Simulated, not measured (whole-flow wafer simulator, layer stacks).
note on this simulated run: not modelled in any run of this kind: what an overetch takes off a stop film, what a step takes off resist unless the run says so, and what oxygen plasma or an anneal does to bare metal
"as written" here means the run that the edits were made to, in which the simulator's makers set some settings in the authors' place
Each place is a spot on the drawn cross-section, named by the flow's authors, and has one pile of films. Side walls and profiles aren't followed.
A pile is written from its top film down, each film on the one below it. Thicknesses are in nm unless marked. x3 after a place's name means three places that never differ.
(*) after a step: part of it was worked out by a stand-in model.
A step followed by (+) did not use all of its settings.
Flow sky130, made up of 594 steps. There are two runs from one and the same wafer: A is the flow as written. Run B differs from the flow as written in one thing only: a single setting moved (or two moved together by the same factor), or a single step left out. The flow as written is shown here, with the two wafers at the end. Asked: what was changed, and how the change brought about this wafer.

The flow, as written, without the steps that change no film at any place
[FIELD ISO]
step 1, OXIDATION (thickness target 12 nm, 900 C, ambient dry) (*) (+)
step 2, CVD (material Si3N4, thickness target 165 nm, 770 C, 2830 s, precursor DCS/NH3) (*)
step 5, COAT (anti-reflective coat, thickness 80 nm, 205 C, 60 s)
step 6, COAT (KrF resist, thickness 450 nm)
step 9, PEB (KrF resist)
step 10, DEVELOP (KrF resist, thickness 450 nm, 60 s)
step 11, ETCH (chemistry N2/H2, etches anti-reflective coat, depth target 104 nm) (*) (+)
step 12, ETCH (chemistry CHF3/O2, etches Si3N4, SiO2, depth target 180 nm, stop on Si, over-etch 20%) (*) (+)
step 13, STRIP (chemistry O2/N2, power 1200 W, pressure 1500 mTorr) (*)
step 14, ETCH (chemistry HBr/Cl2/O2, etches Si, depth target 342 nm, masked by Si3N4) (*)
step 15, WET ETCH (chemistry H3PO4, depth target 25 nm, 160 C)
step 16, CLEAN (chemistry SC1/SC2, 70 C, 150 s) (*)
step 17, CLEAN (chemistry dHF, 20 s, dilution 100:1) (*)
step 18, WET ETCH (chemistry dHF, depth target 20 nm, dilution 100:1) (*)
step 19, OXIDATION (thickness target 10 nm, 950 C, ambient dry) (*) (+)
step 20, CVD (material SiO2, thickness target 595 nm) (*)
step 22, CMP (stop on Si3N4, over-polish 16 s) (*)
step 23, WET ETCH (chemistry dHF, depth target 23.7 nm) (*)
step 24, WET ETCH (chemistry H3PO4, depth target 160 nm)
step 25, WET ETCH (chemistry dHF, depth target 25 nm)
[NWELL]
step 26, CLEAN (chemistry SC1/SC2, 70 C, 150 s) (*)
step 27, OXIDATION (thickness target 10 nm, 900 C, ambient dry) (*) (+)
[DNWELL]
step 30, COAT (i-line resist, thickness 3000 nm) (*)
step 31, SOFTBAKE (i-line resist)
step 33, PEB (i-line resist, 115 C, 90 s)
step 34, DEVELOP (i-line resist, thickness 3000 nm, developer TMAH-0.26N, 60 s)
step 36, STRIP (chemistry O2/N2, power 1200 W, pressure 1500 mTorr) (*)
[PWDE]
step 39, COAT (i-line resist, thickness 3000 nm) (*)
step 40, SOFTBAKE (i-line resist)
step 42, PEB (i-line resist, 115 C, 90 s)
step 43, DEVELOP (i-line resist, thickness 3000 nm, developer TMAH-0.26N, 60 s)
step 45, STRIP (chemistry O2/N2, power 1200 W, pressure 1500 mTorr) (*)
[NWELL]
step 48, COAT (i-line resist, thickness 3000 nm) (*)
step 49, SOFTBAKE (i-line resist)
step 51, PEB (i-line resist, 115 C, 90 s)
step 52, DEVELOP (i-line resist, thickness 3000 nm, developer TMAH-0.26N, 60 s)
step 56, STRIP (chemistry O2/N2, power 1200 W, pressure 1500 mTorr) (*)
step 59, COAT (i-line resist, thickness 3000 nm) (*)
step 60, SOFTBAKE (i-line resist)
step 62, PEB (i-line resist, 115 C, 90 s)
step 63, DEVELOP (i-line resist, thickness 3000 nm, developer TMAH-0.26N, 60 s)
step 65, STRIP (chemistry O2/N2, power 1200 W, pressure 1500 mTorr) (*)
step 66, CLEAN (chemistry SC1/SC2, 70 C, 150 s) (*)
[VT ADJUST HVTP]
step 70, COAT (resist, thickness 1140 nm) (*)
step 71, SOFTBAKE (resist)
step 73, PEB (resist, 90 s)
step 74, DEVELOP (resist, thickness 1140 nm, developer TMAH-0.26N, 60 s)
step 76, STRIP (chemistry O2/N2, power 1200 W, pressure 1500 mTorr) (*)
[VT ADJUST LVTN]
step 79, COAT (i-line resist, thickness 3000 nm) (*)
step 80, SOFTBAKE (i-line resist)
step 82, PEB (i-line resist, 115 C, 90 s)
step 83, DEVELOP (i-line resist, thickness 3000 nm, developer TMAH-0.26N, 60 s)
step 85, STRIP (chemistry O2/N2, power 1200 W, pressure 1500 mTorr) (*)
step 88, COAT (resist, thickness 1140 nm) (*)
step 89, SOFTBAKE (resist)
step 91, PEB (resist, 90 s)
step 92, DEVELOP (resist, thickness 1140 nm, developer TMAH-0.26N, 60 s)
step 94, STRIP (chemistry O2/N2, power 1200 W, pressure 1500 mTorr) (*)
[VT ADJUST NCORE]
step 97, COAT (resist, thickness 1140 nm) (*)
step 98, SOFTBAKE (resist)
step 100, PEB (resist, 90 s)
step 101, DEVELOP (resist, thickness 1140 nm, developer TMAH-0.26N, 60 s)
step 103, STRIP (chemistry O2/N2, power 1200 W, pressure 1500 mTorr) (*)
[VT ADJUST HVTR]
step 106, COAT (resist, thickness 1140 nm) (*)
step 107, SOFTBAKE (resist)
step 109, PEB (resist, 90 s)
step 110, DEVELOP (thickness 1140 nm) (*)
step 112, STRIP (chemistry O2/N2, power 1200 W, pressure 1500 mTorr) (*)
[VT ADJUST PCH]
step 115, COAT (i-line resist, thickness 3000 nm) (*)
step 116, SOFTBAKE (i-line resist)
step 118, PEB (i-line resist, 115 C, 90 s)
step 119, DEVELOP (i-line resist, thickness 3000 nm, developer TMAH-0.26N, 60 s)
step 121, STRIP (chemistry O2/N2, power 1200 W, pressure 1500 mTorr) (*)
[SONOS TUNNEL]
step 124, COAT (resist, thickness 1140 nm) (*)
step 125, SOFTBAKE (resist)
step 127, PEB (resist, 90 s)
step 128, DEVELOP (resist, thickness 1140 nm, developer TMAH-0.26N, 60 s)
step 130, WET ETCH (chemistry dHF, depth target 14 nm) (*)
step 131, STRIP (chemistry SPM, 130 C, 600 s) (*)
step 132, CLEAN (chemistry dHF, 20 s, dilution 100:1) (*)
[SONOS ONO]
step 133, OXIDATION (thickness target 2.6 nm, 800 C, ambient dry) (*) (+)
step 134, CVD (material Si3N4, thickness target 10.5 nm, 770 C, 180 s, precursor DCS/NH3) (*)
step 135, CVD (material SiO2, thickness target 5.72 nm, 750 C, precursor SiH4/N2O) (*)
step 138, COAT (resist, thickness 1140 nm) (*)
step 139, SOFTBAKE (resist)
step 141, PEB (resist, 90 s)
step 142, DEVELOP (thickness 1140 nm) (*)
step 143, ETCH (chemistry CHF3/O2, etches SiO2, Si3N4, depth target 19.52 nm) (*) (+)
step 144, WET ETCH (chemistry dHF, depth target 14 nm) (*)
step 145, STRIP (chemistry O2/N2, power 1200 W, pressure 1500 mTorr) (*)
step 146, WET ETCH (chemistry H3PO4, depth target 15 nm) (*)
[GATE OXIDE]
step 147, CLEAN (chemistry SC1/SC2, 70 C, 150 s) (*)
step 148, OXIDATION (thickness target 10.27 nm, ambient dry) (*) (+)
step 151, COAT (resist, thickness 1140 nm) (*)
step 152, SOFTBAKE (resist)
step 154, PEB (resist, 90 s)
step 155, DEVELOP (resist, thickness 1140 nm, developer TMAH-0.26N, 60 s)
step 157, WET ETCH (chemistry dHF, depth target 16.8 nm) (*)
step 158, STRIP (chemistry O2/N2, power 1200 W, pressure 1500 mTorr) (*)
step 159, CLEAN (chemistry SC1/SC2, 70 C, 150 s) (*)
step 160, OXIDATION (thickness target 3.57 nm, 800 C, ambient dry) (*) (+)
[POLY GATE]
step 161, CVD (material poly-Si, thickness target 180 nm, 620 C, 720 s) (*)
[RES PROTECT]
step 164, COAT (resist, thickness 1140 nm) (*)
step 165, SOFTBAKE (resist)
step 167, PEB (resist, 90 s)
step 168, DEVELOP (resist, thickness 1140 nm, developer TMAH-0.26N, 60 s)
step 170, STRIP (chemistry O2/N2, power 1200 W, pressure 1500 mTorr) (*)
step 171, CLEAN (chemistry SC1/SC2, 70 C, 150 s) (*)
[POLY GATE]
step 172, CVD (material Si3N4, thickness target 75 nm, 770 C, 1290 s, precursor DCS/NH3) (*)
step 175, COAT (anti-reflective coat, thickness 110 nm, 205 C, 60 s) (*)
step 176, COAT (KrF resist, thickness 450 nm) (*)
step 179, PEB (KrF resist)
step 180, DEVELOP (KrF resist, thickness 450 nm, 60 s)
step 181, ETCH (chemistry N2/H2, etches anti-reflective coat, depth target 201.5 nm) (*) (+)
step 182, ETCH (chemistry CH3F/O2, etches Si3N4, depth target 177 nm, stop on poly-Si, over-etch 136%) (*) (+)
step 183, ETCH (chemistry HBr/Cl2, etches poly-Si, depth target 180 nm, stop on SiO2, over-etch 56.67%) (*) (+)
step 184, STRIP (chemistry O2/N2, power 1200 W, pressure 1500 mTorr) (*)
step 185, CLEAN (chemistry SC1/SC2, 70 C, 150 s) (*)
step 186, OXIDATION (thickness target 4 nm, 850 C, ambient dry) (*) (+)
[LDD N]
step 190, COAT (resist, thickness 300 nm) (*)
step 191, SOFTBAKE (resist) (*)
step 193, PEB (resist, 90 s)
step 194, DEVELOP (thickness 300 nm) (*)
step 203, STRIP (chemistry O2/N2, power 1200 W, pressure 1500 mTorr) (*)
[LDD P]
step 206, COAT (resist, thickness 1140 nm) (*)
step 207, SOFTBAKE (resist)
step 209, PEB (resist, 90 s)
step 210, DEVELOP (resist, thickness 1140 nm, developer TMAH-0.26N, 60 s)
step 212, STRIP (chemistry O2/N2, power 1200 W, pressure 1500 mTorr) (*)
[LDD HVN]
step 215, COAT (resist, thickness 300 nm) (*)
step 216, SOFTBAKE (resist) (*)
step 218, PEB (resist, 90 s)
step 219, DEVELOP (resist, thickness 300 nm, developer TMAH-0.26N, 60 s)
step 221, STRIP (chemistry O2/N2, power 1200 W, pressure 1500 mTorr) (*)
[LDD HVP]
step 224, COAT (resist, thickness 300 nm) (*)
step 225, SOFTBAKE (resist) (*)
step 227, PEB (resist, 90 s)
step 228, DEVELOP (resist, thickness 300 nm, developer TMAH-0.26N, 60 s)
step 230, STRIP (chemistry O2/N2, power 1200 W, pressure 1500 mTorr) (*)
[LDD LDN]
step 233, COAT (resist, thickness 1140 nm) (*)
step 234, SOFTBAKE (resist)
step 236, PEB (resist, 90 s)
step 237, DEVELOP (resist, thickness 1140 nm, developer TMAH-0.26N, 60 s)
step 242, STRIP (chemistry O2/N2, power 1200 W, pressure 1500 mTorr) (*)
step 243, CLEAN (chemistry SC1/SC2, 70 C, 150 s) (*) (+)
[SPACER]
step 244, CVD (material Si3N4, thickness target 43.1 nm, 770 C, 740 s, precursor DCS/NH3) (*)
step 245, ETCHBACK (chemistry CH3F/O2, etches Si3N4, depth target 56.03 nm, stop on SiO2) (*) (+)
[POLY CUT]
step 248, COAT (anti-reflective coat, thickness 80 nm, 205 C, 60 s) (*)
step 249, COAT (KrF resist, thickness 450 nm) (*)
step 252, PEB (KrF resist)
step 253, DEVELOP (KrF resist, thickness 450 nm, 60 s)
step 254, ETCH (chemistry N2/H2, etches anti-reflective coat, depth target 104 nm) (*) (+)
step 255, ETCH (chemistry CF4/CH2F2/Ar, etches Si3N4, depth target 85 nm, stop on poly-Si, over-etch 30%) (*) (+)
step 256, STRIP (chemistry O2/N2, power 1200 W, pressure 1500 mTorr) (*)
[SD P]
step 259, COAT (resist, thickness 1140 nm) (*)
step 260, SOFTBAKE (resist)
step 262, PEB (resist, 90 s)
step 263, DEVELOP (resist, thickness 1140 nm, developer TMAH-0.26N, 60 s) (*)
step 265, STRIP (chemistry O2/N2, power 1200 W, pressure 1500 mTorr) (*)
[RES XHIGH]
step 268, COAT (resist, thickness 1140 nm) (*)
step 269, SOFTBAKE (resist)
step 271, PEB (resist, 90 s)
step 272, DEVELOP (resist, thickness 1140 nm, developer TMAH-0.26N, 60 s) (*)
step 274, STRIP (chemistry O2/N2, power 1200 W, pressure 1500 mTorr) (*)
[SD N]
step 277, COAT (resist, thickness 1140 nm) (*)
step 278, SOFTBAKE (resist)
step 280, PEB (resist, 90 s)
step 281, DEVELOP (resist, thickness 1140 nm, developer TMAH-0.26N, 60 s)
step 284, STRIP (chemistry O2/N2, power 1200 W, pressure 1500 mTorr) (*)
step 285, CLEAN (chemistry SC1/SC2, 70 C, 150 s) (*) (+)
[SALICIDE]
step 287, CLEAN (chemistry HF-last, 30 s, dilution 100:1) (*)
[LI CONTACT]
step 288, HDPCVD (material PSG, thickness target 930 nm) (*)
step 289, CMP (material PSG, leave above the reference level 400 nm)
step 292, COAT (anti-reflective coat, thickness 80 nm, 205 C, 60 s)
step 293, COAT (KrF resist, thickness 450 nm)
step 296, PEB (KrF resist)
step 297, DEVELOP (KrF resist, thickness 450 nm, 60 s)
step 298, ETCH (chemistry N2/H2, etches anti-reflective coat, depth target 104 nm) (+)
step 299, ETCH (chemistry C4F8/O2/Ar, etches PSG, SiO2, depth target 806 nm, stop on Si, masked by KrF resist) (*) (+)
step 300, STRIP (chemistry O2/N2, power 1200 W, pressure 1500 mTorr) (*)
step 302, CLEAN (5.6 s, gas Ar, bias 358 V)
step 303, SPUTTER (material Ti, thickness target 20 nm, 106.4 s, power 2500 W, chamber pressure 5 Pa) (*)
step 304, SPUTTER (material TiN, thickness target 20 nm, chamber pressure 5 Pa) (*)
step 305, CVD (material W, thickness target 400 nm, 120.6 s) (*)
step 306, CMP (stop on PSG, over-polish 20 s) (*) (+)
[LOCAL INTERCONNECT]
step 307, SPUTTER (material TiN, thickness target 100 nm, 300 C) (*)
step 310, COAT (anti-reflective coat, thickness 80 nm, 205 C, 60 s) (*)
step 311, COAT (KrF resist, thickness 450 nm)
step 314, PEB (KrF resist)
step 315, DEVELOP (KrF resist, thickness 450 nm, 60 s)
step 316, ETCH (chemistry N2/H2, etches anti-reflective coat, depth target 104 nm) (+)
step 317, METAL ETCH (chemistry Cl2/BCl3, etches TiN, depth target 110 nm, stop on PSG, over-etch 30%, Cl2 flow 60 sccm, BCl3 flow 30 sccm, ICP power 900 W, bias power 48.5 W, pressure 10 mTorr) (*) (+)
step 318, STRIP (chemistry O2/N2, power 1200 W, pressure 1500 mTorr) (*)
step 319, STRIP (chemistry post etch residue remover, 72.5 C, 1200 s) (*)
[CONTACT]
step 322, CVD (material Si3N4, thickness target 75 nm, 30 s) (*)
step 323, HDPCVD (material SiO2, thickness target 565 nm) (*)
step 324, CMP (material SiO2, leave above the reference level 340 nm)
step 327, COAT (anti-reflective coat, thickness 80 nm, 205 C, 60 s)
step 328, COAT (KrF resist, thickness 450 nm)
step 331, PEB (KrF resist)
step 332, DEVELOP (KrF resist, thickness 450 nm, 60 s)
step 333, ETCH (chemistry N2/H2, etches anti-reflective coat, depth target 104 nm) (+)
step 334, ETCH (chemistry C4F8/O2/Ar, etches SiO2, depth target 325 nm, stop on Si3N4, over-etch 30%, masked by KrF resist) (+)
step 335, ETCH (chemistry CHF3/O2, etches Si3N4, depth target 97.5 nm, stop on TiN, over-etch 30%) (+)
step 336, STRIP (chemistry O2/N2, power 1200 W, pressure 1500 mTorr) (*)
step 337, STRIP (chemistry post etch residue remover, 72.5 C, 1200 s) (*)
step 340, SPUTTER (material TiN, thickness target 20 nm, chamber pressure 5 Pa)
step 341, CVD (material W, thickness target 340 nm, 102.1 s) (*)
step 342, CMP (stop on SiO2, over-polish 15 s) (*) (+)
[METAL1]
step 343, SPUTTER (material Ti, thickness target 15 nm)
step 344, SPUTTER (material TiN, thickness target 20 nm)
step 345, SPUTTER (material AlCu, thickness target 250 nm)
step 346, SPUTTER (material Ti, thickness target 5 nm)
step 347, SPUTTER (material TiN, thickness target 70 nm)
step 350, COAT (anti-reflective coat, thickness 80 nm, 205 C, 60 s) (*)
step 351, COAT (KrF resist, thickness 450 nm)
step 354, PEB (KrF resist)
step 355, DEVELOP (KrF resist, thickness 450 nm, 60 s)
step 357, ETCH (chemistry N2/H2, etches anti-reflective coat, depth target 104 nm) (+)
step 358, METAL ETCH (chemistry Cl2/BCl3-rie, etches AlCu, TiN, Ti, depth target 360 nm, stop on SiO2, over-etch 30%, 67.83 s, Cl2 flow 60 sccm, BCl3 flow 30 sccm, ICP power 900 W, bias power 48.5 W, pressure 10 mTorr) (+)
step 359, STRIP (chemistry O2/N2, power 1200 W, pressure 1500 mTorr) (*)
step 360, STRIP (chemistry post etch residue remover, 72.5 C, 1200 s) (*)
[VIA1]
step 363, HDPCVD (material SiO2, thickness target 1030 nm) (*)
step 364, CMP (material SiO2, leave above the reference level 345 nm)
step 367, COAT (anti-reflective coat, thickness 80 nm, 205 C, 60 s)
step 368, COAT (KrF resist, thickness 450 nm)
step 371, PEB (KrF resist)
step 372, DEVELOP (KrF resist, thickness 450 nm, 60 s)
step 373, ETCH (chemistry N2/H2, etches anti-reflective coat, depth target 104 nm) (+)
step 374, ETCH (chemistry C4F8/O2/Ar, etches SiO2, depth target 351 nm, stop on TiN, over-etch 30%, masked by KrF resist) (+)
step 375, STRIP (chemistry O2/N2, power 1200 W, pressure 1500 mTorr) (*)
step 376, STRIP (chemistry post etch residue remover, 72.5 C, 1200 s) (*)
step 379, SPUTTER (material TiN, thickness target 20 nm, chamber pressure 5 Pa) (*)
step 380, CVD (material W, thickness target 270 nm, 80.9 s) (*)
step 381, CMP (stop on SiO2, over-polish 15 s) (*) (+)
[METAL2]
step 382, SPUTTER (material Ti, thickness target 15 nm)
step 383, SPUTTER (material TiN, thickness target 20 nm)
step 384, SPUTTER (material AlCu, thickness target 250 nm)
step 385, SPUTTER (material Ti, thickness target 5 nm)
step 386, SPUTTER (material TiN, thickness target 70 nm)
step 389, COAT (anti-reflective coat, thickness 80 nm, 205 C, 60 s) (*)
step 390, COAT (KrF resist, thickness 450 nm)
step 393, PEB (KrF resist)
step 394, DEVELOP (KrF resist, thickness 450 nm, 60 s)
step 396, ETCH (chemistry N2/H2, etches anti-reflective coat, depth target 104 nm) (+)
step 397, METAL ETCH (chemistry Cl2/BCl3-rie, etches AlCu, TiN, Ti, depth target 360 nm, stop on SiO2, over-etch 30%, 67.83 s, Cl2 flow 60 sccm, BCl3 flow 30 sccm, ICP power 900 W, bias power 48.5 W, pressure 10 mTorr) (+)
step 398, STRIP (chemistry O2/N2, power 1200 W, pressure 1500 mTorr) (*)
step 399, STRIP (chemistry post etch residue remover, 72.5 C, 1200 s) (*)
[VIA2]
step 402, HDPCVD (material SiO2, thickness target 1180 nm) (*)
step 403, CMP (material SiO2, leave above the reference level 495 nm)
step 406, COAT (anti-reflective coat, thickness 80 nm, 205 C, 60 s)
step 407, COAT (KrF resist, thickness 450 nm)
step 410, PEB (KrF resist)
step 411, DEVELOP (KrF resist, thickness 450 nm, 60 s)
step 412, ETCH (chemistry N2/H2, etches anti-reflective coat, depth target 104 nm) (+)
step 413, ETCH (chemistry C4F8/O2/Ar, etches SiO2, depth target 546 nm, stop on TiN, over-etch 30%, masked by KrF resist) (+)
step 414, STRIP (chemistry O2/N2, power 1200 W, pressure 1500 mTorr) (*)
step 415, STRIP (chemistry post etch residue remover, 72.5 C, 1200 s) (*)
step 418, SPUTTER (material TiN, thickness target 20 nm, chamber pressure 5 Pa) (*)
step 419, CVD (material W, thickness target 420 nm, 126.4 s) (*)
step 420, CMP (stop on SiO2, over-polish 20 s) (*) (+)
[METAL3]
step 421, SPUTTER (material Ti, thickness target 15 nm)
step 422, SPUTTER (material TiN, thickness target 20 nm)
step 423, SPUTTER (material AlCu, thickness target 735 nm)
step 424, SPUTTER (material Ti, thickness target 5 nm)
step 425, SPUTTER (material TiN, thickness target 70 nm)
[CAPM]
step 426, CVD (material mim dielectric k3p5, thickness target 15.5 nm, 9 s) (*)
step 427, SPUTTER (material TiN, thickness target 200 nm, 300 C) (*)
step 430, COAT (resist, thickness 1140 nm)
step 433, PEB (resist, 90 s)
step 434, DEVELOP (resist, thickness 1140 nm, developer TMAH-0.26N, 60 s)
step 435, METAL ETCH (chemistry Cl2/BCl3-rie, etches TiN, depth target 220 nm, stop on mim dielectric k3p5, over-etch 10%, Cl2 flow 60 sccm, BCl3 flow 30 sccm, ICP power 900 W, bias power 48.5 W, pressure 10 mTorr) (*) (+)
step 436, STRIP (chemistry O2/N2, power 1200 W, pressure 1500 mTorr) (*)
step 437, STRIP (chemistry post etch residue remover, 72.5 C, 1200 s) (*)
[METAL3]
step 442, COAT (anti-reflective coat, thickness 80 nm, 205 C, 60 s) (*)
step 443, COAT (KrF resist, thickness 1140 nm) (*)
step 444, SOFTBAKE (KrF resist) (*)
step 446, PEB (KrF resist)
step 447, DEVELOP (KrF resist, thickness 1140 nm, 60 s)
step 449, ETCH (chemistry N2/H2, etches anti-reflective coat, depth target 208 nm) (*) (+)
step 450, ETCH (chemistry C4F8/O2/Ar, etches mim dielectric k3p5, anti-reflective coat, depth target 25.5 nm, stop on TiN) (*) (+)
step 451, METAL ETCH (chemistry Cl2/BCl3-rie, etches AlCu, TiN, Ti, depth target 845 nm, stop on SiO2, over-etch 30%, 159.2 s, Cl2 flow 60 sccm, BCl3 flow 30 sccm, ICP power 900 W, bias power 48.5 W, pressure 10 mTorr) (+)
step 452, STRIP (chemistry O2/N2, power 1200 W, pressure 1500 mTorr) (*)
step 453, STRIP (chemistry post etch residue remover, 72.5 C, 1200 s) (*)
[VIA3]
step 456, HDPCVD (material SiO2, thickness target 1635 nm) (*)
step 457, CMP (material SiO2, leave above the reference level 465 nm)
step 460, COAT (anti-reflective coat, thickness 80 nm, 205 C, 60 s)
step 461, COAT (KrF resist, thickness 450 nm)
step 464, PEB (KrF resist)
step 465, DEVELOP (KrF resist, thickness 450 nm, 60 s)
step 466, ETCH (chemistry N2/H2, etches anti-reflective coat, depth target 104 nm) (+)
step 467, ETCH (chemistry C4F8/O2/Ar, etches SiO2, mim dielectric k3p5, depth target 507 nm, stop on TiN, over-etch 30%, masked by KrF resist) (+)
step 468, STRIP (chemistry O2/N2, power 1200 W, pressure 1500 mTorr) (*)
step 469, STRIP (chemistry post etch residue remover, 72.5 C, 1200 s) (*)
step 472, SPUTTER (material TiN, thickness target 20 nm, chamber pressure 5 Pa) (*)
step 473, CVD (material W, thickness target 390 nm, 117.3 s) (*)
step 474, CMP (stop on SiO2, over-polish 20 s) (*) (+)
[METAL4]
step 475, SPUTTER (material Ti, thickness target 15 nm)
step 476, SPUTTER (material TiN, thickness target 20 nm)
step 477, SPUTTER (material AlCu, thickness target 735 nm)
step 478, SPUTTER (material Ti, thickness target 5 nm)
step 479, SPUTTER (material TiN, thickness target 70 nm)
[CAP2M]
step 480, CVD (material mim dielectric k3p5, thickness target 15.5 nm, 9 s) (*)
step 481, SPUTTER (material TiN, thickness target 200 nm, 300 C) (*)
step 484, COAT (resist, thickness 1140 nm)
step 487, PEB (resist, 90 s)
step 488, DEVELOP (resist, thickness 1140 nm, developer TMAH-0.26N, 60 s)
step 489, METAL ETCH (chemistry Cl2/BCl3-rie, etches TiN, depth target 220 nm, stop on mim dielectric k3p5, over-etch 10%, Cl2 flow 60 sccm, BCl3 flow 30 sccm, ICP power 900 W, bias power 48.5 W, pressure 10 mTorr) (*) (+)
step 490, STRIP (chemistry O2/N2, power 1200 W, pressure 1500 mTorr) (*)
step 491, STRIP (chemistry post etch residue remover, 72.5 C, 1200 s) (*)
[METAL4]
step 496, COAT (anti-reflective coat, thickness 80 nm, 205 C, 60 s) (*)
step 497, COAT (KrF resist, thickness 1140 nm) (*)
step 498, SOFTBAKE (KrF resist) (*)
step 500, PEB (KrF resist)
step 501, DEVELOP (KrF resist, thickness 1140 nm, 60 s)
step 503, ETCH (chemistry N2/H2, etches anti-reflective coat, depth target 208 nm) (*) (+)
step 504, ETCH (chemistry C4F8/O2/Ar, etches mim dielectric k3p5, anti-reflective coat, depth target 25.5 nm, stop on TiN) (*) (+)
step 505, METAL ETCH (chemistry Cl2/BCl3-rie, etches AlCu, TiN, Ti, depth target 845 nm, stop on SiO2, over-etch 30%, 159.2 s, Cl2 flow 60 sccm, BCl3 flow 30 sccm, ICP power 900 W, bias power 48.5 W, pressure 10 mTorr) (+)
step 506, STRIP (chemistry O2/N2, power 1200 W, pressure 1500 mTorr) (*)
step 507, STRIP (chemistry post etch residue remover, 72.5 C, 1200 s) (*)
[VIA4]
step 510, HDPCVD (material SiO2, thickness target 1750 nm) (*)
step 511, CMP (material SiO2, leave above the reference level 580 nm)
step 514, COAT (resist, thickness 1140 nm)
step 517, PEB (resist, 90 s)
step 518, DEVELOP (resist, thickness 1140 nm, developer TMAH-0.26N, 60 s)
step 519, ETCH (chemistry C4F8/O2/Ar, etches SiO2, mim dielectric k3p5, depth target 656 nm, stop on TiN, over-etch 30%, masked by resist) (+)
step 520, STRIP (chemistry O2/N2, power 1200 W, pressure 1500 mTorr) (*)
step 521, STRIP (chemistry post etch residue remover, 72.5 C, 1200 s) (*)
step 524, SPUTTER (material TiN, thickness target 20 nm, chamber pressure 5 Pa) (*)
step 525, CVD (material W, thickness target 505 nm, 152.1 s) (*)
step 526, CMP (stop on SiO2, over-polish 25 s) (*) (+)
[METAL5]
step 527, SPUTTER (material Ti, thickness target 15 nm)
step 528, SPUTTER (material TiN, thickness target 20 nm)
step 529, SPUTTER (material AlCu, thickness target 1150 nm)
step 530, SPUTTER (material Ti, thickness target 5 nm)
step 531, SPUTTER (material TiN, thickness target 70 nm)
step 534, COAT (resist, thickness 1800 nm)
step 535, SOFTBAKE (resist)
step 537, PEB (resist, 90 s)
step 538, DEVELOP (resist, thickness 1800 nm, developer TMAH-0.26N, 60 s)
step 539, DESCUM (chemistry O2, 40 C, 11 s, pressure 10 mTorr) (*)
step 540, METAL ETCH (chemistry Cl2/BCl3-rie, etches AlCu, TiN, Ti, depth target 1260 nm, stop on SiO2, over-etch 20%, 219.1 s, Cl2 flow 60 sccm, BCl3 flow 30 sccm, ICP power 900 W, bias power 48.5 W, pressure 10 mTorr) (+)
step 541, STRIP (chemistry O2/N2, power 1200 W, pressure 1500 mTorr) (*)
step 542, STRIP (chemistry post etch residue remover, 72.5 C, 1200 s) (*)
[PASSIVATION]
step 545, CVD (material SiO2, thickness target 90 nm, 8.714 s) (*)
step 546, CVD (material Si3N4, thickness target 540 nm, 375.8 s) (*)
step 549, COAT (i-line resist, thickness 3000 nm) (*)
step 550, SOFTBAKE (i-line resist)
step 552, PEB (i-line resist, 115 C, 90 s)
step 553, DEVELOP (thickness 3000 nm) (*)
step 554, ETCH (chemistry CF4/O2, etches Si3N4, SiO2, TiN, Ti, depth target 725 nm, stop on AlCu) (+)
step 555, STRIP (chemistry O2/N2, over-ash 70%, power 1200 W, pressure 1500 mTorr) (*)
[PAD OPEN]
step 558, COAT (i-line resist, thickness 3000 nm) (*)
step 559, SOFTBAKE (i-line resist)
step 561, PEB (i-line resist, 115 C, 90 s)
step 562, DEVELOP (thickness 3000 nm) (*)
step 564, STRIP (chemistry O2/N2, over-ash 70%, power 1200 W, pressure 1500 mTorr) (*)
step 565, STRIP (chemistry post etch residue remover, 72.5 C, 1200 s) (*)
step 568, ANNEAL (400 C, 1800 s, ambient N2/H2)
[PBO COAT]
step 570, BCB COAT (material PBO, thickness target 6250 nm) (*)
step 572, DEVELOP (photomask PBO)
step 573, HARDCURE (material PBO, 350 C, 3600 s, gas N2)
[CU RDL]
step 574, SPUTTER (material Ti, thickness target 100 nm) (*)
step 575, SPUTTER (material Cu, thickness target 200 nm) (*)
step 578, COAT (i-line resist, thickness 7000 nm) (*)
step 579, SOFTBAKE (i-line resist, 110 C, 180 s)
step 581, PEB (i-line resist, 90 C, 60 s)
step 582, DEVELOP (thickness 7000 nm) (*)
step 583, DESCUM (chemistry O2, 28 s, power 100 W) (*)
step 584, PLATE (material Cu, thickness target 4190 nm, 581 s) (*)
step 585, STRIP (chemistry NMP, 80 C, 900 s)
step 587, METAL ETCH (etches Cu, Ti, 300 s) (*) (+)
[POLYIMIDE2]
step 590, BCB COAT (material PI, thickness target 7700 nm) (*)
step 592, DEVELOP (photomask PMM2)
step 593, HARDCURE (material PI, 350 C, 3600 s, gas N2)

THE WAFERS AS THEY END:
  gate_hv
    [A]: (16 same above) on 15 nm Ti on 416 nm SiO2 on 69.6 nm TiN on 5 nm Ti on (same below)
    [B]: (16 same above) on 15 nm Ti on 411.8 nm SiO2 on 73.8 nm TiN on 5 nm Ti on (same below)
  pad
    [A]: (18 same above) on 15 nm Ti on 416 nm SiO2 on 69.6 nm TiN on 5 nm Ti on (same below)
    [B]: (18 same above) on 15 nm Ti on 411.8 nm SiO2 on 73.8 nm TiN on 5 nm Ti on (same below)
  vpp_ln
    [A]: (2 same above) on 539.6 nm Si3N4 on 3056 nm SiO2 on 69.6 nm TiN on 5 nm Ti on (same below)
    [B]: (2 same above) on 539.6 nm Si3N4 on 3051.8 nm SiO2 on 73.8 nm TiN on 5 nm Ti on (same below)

The reason: step 386, SPUTTER: thickness target 74.2 nm was run, whereas the flow has thickness target 70 nm.

Step by step, how the change led to this:
  step 386, SPUTTER (material TiN, thickness target 70 nm)
      field, active, n_well and 188 more: A +70 TiN (new film) | B +74.2 TiN (new film)
  step 397, METAL ETCH (chemistry Cl2/BCl3-rie, etches AlCu, TiN, Ti, depth target 360 nm, stop on SiO2, over-etch 30%, 67.83 s, Cl2 flow 60 sccm, BCl3 flow 30 sccm, ICP power 900 W, bias power 48.5 W, pressure 10 mTorr) (+)
      field, active, gate and 82 more: A -68.7 TiN (all of it), -5 Ti (all of it), -250 AlCu (all of it), -20 TiN (all of it), -15 Ti (all of it), -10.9 SiO2 | B -72.9 TiN (all of it), -5 Ti (all of it), -250 AlCu (all of it), -20 TiN (all of it), -15 Ti (all of it), -10.5 SiO2
